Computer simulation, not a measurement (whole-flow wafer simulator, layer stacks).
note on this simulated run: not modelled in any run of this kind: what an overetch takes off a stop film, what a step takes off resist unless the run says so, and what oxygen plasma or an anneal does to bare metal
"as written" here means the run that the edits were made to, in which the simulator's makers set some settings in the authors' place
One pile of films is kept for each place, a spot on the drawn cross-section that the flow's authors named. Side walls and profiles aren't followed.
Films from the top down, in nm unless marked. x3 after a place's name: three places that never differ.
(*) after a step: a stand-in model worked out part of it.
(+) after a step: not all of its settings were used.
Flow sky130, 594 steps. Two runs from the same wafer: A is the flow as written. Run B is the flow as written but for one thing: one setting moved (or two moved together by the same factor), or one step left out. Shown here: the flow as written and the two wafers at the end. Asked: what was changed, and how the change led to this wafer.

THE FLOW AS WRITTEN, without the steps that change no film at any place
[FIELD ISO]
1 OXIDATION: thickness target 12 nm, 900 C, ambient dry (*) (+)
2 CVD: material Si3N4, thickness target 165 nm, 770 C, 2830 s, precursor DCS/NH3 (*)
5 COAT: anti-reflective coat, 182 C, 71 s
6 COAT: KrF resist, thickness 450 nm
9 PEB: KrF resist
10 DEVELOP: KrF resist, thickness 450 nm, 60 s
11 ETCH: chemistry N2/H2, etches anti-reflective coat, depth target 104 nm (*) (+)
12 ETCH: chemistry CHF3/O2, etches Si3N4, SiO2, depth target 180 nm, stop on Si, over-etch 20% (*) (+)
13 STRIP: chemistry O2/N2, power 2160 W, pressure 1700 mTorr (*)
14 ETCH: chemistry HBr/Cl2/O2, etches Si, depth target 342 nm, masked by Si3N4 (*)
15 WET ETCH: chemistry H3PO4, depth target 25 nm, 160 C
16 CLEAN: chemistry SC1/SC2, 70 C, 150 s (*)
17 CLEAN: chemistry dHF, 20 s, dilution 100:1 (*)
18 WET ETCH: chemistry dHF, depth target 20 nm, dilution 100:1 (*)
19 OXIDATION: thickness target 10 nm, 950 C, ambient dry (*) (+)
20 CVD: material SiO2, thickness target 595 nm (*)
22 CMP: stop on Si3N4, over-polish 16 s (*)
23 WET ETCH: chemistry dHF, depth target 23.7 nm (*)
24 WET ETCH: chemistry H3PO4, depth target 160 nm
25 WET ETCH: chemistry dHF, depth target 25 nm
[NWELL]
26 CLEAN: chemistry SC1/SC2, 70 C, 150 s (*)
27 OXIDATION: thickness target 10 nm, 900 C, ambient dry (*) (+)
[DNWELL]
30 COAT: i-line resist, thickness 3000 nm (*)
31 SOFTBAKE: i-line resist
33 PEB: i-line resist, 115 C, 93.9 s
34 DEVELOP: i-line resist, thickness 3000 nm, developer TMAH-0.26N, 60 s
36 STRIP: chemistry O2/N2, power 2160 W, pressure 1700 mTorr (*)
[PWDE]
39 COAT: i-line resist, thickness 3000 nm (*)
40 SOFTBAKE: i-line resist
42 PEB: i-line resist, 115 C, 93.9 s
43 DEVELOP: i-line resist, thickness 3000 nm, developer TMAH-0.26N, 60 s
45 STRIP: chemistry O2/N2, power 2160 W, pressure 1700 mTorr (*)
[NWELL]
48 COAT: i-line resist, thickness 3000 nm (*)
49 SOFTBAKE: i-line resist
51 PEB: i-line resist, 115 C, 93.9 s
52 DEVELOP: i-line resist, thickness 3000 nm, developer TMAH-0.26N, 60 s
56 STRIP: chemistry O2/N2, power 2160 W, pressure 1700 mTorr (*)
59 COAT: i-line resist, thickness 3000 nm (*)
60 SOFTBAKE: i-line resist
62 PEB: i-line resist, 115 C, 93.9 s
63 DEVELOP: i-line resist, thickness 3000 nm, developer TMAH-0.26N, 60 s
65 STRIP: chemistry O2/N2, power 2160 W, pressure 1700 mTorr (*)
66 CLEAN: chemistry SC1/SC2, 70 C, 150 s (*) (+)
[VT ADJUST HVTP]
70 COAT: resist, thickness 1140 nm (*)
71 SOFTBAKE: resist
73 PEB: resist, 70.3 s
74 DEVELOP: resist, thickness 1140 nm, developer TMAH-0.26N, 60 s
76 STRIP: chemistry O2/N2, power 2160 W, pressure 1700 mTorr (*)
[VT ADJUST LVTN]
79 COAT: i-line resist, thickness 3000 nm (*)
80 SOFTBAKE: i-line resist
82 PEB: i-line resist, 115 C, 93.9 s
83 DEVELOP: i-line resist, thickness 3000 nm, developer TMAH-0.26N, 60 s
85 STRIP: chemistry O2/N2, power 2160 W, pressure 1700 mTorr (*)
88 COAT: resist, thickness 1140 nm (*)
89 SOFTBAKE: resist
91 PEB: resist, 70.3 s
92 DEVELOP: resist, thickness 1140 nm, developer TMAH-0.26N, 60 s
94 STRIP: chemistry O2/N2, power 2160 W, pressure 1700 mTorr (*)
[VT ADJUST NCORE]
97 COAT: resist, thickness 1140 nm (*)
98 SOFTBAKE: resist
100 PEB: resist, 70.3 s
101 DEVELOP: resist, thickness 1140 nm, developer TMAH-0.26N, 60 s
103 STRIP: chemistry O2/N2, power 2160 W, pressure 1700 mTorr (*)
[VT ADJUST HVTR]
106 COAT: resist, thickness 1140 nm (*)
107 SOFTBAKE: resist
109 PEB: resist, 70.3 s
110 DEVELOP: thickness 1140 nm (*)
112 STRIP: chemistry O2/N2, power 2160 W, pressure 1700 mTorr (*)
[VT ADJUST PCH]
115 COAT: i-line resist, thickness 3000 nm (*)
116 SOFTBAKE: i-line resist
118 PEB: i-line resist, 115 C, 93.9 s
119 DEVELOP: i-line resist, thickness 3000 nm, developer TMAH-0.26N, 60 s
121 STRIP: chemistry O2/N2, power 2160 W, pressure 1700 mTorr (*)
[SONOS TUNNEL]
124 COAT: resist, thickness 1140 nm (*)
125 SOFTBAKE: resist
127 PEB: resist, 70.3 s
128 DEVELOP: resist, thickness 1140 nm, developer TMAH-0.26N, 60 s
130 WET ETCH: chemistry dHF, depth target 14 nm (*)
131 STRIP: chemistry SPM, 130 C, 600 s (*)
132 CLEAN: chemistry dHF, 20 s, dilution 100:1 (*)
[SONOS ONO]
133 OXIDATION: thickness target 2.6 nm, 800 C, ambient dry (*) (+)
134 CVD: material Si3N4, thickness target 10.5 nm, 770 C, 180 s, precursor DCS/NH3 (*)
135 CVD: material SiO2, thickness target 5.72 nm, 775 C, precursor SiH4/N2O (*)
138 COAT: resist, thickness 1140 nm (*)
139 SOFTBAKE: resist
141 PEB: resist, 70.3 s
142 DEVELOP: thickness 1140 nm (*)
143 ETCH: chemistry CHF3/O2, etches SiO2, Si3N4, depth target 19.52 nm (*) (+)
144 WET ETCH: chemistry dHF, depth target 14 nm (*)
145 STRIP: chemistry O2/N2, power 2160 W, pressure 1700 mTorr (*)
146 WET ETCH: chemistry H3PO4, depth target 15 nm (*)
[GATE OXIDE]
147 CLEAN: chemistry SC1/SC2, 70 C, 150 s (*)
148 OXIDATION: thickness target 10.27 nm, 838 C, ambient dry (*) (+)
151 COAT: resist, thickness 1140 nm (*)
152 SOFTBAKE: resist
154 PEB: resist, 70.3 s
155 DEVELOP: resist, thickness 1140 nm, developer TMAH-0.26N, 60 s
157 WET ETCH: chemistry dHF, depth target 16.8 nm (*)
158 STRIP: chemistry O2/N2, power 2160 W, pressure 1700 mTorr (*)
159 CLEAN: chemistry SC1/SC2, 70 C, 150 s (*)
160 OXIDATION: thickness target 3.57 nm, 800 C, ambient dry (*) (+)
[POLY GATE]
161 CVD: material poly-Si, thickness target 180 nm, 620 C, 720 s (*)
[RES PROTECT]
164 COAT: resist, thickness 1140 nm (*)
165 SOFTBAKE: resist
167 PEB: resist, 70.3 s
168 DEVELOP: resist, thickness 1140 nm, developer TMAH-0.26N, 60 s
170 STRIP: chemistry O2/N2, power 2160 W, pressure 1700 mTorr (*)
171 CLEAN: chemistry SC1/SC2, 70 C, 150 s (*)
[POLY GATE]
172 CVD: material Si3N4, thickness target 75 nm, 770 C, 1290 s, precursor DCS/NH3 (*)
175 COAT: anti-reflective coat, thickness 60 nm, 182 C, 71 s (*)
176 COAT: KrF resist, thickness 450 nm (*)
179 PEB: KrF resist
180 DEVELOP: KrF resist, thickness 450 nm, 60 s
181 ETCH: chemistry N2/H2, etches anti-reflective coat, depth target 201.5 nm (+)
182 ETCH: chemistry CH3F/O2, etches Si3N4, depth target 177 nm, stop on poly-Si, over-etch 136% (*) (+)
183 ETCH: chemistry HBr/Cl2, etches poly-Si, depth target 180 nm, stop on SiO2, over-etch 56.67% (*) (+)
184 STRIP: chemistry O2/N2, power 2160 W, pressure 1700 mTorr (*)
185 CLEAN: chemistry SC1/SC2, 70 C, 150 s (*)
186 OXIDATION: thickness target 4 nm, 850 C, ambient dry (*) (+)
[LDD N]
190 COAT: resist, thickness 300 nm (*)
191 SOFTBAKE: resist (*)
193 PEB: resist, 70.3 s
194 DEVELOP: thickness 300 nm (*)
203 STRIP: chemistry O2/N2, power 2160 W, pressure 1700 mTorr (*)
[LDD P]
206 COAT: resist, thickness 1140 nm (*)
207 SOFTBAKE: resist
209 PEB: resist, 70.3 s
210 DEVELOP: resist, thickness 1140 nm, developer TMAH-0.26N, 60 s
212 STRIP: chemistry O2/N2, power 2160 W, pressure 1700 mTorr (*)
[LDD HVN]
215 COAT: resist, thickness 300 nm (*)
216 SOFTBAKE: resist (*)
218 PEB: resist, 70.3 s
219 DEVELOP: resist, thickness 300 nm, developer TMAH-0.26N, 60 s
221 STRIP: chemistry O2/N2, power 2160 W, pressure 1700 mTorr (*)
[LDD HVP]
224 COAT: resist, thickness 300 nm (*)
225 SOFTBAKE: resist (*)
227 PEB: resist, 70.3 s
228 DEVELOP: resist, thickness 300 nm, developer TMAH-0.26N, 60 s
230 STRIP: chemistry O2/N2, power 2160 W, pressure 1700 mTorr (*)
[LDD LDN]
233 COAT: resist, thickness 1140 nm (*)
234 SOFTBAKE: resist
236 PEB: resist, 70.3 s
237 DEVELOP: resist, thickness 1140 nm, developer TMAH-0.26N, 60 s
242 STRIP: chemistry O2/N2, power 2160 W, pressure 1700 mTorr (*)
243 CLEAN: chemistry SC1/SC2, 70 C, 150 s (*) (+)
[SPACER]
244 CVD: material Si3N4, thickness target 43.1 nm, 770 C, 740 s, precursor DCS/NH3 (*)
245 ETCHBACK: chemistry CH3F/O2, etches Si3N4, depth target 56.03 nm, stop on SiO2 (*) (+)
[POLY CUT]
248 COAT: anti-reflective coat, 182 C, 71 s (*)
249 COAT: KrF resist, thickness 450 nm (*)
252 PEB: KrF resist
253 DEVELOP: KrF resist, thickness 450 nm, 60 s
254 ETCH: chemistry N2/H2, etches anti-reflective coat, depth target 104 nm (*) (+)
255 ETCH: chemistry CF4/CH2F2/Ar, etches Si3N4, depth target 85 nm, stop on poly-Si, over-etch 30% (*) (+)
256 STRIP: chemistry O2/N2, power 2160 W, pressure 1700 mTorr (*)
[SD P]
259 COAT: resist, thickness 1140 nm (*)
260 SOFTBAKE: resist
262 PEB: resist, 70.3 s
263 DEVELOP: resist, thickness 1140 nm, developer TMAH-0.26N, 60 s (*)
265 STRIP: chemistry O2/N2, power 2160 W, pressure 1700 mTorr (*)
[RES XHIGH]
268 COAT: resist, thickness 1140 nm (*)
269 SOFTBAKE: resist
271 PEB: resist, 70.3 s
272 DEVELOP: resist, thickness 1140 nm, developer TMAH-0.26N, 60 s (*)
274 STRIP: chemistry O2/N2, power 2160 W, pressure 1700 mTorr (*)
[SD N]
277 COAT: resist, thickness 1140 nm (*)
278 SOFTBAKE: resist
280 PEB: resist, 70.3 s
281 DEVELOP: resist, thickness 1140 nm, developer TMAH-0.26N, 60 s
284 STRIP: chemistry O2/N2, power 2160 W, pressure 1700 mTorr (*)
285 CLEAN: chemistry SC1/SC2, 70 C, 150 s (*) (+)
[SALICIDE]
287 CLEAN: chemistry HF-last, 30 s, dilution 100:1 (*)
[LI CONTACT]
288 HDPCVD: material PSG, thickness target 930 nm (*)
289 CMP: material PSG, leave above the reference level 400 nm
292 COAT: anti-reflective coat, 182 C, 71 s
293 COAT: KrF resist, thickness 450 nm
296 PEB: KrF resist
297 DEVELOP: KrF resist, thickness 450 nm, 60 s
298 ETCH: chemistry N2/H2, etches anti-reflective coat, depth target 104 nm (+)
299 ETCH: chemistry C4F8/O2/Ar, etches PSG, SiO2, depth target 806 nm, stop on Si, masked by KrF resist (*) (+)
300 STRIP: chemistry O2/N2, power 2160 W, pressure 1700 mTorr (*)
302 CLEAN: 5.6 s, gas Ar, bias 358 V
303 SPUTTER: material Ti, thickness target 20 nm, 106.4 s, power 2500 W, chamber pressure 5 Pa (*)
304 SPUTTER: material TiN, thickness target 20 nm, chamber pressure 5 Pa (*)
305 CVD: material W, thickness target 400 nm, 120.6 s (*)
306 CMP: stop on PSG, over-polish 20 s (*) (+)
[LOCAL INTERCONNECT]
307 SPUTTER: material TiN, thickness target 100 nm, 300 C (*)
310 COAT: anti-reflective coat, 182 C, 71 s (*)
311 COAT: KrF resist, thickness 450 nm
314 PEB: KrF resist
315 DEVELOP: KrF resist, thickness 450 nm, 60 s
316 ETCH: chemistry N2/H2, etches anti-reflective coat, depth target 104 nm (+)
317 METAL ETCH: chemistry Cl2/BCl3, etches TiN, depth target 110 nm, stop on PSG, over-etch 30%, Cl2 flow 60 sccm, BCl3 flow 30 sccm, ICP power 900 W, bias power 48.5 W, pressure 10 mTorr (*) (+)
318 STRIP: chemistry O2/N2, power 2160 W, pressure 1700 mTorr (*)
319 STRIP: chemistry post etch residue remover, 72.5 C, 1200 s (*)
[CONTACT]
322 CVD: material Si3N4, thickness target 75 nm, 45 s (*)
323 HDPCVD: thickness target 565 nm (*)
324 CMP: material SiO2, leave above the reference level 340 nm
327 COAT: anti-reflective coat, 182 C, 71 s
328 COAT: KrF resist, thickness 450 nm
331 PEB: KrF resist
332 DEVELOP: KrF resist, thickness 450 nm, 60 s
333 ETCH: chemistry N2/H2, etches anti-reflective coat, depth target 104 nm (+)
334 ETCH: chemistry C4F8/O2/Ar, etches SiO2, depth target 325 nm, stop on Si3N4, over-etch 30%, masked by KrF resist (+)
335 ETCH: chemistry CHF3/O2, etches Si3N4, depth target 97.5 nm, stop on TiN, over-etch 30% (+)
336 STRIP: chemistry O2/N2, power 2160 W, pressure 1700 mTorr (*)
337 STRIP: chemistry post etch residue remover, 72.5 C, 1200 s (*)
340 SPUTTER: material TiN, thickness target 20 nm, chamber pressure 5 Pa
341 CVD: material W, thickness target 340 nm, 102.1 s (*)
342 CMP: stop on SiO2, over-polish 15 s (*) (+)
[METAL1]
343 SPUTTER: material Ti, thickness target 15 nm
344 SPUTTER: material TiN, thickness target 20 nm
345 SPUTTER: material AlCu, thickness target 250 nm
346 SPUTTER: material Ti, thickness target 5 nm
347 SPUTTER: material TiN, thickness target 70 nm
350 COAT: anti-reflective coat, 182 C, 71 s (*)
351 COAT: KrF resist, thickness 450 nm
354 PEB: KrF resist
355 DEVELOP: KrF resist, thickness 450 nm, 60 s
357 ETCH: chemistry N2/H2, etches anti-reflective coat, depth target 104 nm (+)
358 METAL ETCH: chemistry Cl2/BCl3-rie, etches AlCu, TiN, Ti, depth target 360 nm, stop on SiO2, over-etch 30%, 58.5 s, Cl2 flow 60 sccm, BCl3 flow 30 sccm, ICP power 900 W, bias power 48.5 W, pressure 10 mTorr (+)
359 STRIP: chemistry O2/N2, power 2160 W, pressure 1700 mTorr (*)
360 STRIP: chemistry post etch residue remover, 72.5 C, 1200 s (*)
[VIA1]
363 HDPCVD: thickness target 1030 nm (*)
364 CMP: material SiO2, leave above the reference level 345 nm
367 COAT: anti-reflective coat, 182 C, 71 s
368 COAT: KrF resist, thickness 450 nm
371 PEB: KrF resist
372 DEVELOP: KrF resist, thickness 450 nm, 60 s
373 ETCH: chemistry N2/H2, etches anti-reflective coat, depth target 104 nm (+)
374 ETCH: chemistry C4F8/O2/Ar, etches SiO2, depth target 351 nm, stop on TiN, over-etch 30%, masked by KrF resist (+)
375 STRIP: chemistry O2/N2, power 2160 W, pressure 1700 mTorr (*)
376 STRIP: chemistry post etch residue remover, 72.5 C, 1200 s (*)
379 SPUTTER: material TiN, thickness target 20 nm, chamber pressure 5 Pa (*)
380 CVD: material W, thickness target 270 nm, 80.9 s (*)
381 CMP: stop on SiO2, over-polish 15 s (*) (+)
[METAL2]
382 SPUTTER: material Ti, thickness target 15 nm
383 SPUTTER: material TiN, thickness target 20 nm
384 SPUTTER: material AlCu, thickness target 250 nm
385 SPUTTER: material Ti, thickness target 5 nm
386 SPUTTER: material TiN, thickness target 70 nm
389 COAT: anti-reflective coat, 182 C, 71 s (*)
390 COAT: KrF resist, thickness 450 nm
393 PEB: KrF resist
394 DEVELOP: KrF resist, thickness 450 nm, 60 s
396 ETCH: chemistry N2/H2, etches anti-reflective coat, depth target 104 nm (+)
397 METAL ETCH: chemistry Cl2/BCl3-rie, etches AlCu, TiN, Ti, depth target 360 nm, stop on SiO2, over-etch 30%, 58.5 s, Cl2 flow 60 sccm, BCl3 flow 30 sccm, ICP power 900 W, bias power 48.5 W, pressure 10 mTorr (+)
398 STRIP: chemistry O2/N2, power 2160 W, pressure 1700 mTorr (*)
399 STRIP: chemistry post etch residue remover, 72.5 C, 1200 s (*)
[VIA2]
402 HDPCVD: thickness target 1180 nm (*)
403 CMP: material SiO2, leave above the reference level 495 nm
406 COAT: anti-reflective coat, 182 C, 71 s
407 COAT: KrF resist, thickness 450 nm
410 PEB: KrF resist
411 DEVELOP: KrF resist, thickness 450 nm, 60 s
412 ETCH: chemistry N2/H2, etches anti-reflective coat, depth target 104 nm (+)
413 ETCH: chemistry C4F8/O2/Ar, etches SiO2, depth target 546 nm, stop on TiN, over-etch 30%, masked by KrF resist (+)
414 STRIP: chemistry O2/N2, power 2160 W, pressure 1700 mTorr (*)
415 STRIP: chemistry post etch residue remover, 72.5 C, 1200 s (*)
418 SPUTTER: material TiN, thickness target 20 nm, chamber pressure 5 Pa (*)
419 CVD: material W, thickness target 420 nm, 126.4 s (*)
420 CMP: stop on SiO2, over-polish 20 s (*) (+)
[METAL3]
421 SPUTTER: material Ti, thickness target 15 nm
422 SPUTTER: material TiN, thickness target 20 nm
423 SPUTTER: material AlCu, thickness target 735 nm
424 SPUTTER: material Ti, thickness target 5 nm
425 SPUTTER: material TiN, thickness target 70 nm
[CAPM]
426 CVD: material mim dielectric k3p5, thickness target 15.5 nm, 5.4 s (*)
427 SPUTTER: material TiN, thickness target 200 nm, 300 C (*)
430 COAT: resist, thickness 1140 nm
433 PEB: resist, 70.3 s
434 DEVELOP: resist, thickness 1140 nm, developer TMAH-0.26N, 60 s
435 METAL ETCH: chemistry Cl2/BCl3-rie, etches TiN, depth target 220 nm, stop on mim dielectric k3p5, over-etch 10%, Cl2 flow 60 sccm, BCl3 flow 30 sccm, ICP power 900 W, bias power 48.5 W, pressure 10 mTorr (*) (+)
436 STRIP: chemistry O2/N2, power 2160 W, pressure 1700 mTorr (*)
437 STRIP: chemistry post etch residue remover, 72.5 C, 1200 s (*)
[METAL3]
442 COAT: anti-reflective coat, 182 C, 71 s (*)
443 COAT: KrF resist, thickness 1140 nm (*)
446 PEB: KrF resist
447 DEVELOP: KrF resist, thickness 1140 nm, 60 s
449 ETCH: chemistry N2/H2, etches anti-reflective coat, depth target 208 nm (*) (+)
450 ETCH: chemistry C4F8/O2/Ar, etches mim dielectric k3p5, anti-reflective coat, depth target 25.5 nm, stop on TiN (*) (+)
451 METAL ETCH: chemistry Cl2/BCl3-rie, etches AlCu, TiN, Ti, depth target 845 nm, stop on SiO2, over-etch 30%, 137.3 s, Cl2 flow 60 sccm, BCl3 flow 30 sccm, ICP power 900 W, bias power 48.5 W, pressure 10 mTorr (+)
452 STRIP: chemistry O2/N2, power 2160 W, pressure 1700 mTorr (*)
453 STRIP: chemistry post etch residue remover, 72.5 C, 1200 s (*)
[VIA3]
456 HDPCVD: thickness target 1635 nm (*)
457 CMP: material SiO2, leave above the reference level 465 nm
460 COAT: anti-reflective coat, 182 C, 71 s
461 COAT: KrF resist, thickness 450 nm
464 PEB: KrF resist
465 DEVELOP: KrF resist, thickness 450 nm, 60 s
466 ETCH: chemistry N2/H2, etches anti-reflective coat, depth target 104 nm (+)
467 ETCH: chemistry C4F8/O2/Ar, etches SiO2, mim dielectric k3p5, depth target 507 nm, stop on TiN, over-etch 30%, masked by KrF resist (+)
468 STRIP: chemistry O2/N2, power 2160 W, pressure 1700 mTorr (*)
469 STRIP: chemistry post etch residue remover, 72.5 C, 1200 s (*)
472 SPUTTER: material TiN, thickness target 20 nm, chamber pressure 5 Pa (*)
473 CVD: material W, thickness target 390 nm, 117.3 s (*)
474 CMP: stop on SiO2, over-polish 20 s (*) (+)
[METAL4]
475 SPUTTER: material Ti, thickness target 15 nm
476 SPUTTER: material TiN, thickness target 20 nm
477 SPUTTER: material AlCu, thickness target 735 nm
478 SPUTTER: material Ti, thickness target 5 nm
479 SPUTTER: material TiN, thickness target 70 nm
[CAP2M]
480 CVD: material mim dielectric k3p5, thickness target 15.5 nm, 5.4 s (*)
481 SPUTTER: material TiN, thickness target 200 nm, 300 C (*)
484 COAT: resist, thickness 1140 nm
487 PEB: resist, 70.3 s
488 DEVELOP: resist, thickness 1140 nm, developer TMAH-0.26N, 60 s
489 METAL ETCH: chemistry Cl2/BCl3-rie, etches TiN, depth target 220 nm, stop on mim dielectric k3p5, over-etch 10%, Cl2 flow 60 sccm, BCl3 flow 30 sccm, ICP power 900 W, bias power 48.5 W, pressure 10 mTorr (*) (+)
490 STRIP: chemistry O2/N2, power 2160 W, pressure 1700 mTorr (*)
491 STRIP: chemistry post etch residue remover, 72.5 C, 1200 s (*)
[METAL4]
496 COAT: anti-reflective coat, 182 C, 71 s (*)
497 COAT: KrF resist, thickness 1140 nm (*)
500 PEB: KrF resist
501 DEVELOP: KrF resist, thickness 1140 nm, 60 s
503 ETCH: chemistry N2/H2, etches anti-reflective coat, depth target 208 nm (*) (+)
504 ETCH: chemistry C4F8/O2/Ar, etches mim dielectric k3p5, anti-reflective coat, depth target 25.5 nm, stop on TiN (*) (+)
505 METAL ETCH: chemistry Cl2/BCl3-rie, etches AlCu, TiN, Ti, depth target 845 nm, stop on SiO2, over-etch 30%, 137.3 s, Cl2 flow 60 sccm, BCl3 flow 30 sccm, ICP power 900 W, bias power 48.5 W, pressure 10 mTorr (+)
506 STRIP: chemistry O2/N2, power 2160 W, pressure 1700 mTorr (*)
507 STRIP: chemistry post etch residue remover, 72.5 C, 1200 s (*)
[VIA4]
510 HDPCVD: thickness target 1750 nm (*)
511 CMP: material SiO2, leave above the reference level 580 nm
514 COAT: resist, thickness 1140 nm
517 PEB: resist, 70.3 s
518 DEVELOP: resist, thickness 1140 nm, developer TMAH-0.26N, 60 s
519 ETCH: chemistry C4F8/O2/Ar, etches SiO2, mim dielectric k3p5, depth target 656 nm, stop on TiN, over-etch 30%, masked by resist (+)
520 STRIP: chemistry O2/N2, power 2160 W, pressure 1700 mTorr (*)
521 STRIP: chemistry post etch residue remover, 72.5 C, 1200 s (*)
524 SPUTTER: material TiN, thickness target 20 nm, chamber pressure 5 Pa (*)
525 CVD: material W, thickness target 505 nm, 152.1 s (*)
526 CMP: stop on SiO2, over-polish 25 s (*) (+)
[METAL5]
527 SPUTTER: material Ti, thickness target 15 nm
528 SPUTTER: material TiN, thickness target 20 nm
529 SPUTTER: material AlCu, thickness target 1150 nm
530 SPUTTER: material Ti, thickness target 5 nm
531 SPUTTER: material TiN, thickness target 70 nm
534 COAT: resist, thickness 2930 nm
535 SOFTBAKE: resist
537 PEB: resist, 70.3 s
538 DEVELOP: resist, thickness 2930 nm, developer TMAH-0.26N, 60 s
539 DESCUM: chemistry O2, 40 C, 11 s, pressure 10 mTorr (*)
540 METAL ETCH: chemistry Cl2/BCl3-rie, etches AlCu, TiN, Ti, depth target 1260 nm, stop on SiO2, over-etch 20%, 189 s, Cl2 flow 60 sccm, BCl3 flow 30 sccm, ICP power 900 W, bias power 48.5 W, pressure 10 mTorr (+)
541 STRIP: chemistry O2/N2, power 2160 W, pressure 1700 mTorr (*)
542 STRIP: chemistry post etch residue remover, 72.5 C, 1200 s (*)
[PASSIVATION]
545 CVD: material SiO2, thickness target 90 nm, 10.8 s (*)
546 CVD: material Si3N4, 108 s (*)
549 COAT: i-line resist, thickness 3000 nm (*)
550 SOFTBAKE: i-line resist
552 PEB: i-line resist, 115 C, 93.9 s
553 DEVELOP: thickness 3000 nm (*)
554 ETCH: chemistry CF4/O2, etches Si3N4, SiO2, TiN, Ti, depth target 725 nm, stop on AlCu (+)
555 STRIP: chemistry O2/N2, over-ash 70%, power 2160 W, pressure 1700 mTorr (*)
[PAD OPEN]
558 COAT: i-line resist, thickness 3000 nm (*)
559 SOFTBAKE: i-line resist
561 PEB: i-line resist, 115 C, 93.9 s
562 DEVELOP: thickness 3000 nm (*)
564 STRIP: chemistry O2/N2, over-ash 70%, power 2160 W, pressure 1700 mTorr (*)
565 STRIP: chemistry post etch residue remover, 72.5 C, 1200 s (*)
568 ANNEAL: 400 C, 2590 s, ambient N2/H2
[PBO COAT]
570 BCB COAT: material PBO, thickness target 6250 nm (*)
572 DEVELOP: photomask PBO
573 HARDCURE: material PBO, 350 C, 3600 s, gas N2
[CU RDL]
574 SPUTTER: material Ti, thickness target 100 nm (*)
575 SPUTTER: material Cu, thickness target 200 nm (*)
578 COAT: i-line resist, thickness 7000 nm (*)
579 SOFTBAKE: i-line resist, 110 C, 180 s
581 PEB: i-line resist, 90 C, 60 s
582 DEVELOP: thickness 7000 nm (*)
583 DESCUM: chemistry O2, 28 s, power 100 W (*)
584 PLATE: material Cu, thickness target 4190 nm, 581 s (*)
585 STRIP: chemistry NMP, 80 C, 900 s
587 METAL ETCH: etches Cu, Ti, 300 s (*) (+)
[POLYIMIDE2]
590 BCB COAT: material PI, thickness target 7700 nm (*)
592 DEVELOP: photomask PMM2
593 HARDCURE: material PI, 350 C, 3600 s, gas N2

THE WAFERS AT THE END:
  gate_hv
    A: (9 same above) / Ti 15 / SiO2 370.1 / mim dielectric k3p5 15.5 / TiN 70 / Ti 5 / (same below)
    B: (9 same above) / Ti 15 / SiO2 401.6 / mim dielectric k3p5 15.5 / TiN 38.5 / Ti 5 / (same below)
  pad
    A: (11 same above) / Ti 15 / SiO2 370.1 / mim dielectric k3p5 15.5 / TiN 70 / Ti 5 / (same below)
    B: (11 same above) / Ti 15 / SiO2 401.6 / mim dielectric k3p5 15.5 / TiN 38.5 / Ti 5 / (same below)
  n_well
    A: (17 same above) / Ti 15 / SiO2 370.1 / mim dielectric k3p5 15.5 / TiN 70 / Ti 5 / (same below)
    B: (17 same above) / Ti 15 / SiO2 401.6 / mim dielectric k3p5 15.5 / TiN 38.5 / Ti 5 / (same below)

The cause: step 425, SPUTTER: thickness target 38.5 nm was run, where the flow has thickness target 70 nm.
It can be read off the wafer: gate_hv has TiN 38.5, and step 425 as written asks for 70 nm.

How the change led to this, step by step:
  425 SPUTTER: material TiN, thickness target 70 nm
      field, active, n_well and 188 more: A TiN +70 (new film) | B TiN +38.5 (new film)
  451 METAL ETCH: chemistry Cl2/BCl3-rie, etches AlCu, TiN, Ti, depth target 845 nm, stop on SiO2, over-etch 30%, 137.3 s, Cl2 flow 60 sccm, BCl3 flow 30 sccm, ICP power 900 W, bias power 48.5 W, pressure 10 mTorr (+)
      field, gate, spacer and 68 more: A TiN -70 (all of it), Ti -5 (all of it), AlCu -735 (all of it), TiN -20 (all of it), Ti -15 (all of it), SiO2 -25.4 | B TiN -38.5 (all of it), Ti -5 (all of it), AlCu -735 (all of it), TiN -20 (all of it), Ti -15 (all of it), SiO2 -28.5
      active, vpp_ln, vpp_iso2 and 11 more: A TiN -70 (all of it), Ti -5 (all of it), AlCu -735 (all of it), TiN -20 (all of it), Ti -15 (all of it), SiO2 -25.3 | B TiN -38.5 (all of it), Ti -5 (all of it), AlCu -735 (all of it), TiN -20 (all of it), Ti -15 (all of it), SiO2 -28.5
  457 CMP: material SiO2, leave above the reference level 465 nm
      n_well, p_well, gate_hv and 99 more: A SiO2 -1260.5 | B SiO2 -1229
      mim, mim_edge_plate_strap, mim_edge_plate: A SiO2 -1459.7 | B SiO2 -1428.2
      (and at 2 more places)
  467 ETCH: chemistry C4F8/O2/Ar, etches SiO2, mim dielectric k3p5, depth target 507 nm, stop on TiN, over-etch 30%, masked by KrF resist (+)
      m1: A SiO2 -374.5 (all of it), mim dielectric k3p5 -15.5 (all of it) | B SiO2 -406 (all of it), mim dielectric k3p5 -15.5 (all of it)
      via3_hole: A SiO2 -373.9 (all of it), mim dielectric k3p5 -15.5 (all of it) | B SiO2 -405.4 (all of it), mim dielectric k3p5 -15.5 (all of it)
  473 CVD: material W, thickness target 390 nm, 117.3 s (*)
      m1: A W +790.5 (new film) | B W +822.4 (new film)
      via3_hole: A W +789.9 (new film) | B W +821.8 (new film)
